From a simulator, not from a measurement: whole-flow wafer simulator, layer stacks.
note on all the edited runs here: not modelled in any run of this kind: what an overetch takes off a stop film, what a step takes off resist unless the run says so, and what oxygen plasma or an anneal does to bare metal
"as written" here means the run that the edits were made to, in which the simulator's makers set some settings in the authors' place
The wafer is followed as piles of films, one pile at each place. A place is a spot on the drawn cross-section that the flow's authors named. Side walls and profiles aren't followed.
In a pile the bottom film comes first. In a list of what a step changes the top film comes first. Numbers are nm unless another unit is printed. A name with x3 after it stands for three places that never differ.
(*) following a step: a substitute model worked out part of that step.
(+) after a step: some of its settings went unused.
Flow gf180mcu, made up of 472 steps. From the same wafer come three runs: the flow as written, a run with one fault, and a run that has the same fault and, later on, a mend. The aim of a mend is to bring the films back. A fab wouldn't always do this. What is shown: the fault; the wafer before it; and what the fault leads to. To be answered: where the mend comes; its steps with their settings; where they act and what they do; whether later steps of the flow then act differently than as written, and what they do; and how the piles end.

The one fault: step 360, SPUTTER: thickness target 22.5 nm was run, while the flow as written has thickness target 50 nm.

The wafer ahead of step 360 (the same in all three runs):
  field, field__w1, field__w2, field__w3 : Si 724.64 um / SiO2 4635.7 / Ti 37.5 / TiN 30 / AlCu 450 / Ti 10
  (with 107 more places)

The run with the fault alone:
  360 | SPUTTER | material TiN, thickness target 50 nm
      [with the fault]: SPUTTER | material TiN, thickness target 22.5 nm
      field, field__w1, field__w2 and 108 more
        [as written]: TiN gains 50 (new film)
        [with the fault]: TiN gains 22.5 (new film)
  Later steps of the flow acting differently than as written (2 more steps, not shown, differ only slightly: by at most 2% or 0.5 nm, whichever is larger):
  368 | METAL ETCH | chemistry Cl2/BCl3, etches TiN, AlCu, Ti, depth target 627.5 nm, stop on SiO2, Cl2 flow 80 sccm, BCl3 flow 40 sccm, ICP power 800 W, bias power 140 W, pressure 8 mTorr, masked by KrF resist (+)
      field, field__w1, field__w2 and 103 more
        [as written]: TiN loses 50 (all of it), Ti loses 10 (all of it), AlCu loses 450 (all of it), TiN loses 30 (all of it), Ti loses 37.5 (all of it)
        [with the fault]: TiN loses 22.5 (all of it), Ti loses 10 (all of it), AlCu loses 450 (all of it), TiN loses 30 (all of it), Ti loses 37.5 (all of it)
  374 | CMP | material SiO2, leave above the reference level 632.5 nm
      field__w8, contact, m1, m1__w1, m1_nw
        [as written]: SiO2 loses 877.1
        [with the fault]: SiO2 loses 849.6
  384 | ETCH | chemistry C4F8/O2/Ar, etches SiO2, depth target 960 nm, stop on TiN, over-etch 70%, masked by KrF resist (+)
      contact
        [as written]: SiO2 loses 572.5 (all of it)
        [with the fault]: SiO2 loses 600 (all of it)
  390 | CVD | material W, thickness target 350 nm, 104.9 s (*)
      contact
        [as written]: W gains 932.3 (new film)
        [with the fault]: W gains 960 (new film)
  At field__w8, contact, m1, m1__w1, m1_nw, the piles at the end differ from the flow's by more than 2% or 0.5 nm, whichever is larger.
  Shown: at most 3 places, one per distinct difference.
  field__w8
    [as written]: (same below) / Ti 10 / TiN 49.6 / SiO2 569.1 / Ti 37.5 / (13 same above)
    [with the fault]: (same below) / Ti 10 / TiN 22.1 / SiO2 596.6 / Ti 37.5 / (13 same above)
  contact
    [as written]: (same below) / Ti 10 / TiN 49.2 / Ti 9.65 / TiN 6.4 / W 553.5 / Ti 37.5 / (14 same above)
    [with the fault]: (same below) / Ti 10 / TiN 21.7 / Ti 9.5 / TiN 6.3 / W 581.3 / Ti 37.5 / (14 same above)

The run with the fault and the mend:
  The mend follows step 360.
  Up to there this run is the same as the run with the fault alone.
  360a | SPUTTER | material TiN, thickness target 27.5 nm (the flow's step 360, run once more with other settings)
      field, field__w1, field__w2 and 108 more
        TiN gains 27.5
  Every later step of the flow that is run acts as written at every place that is followed.
  By the end, the piles equal the flow's at every place that both follow.
